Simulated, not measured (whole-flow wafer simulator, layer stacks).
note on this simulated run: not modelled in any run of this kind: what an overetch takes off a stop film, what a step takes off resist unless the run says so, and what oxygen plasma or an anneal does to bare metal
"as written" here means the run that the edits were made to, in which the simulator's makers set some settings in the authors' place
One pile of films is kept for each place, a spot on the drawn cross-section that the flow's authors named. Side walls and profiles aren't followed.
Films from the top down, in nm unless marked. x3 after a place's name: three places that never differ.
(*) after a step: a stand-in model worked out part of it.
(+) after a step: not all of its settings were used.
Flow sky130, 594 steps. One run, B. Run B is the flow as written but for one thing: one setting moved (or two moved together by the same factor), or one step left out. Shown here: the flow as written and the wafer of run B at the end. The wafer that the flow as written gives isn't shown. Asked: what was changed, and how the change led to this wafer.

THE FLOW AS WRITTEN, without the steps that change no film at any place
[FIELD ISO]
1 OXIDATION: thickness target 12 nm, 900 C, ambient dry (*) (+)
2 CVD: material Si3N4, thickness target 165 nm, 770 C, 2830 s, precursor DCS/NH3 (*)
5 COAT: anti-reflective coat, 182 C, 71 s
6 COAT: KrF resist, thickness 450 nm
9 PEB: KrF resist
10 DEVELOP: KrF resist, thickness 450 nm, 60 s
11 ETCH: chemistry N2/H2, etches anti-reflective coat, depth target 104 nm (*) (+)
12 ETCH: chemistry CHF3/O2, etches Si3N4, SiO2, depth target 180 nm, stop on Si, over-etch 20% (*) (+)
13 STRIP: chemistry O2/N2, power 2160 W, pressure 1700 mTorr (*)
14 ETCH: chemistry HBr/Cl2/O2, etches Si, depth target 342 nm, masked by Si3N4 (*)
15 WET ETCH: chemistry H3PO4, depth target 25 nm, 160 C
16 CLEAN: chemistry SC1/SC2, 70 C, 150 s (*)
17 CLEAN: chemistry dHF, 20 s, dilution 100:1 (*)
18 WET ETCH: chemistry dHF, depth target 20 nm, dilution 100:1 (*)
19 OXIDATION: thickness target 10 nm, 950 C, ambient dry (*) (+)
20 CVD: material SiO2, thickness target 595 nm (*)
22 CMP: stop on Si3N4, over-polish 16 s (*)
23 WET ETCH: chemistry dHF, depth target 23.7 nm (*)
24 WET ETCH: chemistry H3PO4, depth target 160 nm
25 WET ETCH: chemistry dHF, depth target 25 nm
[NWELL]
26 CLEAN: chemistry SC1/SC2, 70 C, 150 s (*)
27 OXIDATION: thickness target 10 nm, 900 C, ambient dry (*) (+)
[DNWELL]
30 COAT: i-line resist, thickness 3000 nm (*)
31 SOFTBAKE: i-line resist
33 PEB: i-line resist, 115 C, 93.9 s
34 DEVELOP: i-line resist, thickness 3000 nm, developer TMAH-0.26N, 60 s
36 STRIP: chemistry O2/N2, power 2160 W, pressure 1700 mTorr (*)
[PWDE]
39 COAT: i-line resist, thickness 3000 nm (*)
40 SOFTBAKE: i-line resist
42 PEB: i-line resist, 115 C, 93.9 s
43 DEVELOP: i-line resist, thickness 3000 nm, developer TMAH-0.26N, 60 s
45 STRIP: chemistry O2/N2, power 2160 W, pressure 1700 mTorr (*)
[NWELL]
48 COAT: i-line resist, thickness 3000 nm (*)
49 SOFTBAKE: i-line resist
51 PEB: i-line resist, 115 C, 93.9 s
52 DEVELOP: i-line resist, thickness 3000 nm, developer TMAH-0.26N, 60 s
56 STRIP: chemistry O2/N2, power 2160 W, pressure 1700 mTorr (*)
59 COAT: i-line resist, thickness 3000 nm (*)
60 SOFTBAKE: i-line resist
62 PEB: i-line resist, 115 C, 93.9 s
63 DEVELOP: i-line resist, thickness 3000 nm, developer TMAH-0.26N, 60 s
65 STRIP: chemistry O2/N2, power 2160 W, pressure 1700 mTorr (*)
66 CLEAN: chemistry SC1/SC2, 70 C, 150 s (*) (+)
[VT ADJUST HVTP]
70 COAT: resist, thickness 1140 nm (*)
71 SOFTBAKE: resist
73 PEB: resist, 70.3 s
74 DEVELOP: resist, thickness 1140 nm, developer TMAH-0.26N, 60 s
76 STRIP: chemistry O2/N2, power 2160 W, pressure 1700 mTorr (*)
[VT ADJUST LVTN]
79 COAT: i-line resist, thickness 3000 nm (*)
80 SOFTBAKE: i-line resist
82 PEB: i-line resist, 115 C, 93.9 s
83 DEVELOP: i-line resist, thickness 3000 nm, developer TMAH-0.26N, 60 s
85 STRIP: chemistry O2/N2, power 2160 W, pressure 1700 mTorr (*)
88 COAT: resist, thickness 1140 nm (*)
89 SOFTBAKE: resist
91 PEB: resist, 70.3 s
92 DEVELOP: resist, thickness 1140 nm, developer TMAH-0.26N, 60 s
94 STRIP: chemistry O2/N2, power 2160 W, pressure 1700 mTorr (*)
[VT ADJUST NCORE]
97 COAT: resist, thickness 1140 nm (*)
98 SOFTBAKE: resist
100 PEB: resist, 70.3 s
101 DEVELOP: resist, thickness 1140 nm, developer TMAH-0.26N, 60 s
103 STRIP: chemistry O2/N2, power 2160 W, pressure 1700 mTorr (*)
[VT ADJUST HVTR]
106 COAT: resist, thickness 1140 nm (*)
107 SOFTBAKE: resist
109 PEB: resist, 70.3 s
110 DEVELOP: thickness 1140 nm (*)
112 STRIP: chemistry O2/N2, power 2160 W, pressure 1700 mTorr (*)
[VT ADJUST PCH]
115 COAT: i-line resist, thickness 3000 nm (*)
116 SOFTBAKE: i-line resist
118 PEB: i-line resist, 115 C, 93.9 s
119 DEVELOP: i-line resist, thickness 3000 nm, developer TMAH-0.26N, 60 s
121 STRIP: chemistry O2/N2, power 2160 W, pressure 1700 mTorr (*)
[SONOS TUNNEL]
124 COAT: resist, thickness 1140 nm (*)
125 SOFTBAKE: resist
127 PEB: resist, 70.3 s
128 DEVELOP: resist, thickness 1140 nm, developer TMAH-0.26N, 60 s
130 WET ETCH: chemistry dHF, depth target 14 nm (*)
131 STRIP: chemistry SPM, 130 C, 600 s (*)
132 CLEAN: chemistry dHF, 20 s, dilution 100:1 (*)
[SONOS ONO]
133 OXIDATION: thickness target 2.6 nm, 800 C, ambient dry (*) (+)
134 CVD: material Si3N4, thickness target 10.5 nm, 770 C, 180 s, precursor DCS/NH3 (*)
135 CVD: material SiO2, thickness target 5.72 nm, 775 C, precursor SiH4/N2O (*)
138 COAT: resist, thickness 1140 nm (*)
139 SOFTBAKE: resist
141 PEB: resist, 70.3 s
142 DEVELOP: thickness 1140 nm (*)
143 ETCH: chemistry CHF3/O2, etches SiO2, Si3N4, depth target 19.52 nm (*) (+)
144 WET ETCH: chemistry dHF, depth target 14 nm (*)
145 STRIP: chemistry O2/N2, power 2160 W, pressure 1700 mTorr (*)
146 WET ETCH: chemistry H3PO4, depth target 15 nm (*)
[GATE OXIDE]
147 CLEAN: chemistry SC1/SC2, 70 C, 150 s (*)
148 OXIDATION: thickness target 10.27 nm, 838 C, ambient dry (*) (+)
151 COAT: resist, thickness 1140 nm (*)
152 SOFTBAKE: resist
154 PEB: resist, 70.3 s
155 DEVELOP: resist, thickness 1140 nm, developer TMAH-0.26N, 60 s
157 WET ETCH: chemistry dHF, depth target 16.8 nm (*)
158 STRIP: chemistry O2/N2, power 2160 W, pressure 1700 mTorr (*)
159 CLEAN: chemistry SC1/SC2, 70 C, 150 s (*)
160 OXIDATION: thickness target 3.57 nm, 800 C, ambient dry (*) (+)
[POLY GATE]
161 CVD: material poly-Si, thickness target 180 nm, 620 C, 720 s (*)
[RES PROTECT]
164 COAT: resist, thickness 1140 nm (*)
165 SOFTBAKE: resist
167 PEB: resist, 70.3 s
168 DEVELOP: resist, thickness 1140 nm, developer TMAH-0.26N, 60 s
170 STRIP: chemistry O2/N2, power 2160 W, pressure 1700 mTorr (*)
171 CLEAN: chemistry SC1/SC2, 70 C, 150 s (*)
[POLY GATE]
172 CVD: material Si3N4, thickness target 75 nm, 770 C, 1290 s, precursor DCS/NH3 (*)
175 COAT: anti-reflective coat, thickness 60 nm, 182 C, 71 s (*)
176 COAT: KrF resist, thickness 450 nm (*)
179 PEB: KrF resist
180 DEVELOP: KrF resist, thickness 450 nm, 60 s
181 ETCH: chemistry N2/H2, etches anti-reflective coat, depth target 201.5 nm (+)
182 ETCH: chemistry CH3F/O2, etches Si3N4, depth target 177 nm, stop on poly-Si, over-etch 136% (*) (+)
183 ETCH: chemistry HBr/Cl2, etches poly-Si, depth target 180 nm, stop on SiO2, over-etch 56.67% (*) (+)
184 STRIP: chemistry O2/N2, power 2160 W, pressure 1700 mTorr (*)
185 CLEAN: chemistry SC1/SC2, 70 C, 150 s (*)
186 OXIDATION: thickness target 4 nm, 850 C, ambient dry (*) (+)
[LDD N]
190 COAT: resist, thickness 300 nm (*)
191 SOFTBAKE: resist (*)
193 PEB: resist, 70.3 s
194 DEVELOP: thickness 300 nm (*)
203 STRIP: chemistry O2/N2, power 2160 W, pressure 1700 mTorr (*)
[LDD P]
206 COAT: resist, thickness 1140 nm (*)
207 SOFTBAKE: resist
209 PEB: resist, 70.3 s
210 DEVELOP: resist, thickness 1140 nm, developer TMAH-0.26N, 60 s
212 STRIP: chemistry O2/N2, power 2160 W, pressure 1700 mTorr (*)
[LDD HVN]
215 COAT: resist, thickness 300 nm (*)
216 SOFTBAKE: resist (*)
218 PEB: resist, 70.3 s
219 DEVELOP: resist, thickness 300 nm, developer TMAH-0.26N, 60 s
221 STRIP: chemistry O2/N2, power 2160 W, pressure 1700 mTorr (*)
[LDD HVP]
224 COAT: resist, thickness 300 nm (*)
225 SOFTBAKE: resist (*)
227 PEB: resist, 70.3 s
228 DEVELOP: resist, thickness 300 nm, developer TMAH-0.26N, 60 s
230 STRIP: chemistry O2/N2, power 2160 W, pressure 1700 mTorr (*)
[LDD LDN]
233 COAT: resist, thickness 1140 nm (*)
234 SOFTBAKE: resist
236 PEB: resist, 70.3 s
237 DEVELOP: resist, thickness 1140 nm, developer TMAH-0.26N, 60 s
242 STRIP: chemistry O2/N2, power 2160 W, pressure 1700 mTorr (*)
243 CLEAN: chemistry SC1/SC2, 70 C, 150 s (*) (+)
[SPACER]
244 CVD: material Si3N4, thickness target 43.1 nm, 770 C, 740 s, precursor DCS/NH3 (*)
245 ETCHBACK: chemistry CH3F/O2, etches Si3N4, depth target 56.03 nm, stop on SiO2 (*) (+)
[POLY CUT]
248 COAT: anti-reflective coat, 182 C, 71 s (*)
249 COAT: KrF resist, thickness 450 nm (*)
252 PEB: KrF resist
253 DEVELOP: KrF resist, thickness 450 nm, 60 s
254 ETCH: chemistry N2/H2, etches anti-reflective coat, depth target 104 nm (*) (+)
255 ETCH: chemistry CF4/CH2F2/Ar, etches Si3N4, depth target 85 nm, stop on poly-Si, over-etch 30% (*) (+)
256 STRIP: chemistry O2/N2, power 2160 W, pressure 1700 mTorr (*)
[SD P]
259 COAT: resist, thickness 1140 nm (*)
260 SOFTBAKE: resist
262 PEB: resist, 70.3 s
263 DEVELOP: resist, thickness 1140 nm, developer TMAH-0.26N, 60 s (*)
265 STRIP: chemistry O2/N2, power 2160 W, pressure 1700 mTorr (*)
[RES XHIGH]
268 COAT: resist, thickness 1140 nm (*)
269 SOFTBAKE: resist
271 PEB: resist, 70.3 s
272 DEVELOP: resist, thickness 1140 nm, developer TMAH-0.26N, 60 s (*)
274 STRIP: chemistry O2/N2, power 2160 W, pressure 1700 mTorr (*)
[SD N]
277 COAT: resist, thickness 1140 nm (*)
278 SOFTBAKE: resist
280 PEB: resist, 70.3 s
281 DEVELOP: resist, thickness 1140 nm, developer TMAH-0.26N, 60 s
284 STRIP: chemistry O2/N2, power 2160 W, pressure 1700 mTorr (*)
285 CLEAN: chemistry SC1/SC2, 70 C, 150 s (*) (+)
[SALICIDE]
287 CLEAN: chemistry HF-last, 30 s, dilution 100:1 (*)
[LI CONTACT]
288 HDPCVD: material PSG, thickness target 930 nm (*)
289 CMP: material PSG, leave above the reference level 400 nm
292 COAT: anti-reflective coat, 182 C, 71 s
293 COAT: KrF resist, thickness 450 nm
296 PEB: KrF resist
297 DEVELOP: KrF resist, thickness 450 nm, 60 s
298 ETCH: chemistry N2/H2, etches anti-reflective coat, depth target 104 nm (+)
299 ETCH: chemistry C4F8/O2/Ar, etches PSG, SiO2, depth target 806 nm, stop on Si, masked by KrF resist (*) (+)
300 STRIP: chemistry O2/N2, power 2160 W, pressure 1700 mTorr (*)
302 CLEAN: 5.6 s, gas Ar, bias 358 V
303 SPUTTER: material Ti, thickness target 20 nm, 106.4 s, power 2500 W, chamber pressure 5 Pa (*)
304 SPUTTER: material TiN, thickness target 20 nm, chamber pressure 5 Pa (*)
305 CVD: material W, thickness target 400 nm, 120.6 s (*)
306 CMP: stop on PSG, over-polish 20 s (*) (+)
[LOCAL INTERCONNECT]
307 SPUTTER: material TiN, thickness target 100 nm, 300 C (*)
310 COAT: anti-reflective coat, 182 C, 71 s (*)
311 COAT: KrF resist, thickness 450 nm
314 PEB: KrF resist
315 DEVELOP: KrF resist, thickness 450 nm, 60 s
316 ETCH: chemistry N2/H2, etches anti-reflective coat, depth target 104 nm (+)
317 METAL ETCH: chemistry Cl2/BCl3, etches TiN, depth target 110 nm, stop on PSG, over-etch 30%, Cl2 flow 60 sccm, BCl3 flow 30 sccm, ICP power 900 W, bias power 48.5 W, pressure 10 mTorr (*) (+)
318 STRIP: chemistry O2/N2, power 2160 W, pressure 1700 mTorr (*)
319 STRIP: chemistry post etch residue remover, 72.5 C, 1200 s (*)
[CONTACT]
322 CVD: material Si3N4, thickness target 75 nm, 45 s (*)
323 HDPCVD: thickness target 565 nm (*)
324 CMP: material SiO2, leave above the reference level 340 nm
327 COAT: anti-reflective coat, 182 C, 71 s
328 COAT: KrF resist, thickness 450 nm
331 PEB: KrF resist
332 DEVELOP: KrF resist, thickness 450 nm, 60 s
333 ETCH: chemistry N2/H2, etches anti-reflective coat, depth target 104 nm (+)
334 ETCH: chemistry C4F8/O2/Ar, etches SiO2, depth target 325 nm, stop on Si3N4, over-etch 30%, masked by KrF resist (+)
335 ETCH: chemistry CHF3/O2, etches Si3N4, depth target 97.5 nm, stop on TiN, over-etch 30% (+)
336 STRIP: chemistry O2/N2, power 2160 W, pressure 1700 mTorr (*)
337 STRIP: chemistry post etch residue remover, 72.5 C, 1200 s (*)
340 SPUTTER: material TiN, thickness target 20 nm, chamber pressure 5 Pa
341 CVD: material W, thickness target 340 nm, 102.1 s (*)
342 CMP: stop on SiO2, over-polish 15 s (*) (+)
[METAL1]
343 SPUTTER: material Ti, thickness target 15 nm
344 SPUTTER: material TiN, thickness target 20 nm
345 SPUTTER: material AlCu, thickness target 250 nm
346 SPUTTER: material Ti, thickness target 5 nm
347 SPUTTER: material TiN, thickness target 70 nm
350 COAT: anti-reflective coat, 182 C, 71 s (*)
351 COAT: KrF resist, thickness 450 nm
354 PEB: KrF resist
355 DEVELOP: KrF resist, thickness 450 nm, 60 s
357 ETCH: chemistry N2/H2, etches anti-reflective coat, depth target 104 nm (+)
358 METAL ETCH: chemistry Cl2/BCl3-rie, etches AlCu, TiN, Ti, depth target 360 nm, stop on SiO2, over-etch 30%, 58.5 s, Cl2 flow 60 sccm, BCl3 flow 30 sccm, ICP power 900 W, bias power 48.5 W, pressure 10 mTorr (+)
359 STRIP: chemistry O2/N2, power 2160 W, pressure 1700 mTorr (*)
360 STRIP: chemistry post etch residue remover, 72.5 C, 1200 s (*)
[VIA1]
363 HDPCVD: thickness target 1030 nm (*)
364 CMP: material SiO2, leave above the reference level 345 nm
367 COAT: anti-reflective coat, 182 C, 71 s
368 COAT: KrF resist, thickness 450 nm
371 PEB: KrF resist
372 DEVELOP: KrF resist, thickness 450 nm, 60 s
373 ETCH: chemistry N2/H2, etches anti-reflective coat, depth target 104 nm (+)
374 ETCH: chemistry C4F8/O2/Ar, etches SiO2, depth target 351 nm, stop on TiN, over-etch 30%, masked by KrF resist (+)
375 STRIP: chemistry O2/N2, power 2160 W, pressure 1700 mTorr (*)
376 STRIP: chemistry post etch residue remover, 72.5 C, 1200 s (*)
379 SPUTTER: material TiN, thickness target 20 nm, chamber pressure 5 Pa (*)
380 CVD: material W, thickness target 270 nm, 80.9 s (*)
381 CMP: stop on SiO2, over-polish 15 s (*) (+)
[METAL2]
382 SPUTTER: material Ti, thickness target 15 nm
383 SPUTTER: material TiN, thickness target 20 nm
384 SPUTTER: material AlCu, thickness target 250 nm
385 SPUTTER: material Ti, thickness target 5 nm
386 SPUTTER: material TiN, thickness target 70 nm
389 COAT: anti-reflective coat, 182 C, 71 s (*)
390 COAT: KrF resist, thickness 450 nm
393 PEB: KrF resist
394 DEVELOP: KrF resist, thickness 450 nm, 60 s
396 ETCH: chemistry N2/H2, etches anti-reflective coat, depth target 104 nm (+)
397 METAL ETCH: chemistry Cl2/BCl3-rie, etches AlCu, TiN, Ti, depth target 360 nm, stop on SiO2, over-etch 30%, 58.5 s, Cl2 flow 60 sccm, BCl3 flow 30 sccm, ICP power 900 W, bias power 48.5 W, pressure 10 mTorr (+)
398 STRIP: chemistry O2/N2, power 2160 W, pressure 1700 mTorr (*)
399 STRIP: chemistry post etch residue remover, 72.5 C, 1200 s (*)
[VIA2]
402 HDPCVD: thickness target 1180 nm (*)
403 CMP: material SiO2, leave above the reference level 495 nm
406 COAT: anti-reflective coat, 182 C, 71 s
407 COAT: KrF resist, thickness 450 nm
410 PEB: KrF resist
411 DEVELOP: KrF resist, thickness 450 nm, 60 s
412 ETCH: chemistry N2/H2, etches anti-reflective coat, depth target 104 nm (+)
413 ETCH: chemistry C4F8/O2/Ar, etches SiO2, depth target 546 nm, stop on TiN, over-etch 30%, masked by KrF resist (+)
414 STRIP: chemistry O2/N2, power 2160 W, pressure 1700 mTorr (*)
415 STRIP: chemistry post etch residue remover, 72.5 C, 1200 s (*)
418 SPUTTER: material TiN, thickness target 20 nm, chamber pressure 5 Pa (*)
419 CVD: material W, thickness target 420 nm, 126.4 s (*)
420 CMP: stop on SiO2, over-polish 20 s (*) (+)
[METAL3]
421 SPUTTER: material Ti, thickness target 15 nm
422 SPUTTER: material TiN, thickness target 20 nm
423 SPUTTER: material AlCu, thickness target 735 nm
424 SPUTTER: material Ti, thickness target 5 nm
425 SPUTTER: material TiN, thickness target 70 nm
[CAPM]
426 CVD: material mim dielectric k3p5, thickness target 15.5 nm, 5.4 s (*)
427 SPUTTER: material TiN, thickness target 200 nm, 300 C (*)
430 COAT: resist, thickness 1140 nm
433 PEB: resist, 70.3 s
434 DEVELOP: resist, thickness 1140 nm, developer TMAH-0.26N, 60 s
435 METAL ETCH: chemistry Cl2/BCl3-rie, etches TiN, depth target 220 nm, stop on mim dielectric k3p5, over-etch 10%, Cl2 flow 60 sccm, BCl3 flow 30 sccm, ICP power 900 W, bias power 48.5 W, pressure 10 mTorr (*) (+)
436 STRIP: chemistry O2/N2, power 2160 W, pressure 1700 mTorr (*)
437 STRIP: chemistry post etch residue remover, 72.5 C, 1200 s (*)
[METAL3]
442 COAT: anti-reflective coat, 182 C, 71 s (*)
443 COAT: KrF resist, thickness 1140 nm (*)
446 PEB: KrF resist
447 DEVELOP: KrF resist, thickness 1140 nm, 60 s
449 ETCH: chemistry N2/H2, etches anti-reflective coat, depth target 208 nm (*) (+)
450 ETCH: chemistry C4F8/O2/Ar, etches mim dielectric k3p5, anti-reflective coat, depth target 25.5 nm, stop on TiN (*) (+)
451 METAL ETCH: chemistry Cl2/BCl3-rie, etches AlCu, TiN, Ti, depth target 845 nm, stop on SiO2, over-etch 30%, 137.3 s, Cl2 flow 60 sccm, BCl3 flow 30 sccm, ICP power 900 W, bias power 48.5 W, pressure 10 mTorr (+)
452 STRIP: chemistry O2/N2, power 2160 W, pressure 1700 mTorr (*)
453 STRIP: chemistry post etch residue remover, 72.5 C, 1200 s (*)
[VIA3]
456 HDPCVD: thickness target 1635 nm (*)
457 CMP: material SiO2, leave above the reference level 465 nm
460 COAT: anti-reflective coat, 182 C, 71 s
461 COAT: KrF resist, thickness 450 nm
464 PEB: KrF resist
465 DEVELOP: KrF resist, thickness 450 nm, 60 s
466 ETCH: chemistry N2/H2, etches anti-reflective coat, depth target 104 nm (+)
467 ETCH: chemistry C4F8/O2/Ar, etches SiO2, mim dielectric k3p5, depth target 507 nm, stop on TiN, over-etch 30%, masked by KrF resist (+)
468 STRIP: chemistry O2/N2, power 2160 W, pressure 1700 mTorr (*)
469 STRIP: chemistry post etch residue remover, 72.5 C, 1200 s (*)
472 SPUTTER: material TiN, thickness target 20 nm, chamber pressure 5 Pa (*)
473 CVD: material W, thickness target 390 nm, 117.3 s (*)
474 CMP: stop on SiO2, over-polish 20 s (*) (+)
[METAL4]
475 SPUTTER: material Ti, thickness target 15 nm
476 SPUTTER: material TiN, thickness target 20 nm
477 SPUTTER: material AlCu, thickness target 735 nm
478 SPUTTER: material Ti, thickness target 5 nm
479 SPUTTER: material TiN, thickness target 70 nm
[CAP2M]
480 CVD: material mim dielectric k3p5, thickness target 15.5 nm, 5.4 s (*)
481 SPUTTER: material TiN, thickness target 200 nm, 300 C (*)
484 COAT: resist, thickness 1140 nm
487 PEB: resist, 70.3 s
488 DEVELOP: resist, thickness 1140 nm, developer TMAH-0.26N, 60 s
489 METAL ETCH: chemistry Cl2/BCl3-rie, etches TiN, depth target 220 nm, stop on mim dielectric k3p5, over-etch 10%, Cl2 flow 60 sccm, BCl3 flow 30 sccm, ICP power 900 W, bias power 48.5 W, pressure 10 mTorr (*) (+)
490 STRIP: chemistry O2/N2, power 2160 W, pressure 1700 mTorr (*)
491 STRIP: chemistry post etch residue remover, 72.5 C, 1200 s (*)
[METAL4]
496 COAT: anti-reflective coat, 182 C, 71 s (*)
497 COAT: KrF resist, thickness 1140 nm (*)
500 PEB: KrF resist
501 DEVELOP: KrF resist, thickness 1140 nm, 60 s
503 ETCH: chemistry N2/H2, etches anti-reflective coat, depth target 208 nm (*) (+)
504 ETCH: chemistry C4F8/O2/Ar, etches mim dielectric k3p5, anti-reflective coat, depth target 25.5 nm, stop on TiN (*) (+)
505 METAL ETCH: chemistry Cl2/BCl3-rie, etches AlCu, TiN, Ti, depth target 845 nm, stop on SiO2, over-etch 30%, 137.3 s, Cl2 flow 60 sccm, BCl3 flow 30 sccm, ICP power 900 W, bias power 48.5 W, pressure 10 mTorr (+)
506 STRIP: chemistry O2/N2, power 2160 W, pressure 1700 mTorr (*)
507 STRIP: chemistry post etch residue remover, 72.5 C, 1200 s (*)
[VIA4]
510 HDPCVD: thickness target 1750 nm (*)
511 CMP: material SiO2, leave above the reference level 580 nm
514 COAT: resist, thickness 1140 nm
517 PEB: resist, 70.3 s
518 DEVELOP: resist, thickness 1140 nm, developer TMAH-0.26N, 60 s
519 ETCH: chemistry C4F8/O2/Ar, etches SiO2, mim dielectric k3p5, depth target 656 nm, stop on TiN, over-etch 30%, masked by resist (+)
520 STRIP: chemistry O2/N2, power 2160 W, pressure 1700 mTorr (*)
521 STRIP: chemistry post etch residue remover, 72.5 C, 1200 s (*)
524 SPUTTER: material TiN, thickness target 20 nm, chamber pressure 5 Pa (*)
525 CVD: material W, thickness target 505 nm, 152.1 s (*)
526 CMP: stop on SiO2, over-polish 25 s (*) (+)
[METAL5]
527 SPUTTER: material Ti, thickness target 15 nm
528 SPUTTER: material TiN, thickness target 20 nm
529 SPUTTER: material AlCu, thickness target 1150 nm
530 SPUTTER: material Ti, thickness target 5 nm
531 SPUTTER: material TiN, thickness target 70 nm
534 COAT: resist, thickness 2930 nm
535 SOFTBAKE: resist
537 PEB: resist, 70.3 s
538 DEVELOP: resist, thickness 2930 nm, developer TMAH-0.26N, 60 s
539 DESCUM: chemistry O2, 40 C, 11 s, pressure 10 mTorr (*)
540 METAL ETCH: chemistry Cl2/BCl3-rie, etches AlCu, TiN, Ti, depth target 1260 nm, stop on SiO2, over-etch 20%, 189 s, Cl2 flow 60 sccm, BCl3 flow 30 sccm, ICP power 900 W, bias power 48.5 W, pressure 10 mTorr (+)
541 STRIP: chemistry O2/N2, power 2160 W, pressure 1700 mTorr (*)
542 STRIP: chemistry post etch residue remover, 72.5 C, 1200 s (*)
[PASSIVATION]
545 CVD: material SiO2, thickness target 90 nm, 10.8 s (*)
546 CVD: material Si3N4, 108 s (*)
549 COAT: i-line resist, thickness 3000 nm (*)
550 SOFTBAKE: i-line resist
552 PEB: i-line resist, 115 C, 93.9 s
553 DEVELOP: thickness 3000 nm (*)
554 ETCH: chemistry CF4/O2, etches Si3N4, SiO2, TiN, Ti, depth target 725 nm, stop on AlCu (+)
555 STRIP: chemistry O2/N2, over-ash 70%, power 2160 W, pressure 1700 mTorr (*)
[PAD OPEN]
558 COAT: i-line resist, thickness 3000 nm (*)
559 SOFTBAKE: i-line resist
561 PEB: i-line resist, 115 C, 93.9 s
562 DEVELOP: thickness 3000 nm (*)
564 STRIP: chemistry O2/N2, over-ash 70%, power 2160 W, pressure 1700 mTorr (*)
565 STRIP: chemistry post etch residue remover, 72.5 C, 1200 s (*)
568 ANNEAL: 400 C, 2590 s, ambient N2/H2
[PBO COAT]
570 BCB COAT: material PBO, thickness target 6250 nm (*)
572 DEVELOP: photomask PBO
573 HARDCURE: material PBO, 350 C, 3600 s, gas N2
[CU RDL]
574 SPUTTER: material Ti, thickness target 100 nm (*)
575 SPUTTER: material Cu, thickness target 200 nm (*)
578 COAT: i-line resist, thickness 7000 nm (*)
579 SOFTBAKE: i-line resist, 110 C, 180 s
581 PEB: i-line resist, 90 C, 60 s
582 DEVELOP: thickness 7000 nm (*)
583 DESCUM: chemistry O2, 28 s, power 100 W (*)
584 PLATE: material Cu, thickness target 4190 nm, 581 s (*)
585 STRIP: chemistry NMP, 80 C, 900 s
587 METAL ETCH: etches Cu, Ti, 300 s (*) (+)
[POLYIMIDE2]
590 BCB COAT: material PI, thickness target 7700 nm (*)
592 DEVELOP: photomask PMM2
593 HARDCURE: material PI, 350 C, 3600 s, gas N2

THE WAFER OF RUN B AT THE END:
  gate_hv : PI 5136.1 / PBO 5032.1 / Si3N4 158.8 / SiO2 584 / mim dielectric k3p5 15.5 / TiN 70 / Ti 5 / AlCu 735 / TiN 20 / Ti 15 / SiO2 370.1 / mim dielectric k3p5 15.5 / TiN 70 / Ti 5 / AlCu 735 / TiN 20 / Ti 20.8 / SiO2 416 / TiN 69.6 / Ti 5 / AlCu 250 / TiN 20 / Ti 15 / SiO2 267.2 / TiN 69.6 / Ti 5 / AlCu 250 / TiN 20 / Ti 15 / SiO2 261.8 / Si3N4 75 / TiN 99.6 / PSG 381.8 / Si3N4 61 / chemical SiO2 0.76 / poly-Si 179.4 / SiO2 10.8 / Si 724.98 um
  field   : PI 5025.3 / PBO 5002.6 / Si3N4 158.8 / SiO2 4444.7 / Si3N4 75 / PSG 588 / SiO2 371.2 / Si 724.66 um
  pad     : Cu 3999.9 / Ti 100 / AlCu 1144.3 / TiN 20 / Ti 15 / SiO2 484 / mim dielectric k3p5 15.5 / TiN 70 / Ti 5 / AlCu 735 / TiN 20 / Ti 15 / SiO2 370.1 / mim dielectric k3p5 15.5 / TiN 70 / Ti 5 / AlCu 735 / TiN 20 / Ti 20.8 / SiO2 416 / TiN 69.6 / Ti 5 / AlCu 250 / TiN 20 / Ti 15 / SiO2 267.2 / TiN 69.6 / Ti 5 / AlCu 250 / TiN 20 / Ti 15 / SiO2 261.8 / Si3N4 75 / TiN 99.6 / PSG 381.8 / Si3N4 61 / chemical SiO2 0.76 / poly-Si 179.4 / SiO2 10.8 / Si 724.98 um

The cause: step 421, SPUTTER: thickness target 20.8 nm was run, where the flow has thickness target 15 nm.
It can be read off the wafer: gate_hv has Ti 20.8, and step 421 as written asks for 15 nm.

How the change led to this, step by step:
  421 SPUTTER: material Ti, thickness target 15 nm
      field, active, n_well and 188 more: Ti +20.8 (new film) (as written it would be: Ti +15 (new film))
  451 METAL ETCH: chemistry Cl2/BCl3-rie, etches AlCu, TiN, Ti, depth target 845 nm, stop on SiO2, over-etch 30%, 137.3 s, Cl2 flow 60 sccm, BCl3 flow 30 sccm, ICP power 900 W, bias power 48.5 W, pressure 10 mTorr (+)
      field, gate, spacer and 68 more: TiN -70 (all of it), Ti -5 (all of it), AlCu -735 (all of it), TiN -20 (all of it), Ti -20.8 (all of it), SiO2 -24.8 (as written it would be: TiN -70 (all of it), Ti -5 (all of it), AlCu -735 (all of it), TiN -20 (all of it), Ti -15 (all of it), SiO2 -25.4)
      active, vpp_ln, vpp_iso2 and 11 more: TiN -70 (all of it), Ti -5 (all of it), AlCu -735 (all of it), TiN -20 (all of it), Ti -20.8 (all of it), SiO2 -24.8 (as written it would be: TiN -70 (all of it), Ti -5 (all of it), AlCu -735 (all of it), TiN -20 (all of it), Ti -15 (all of it), SiO2 -25.3)
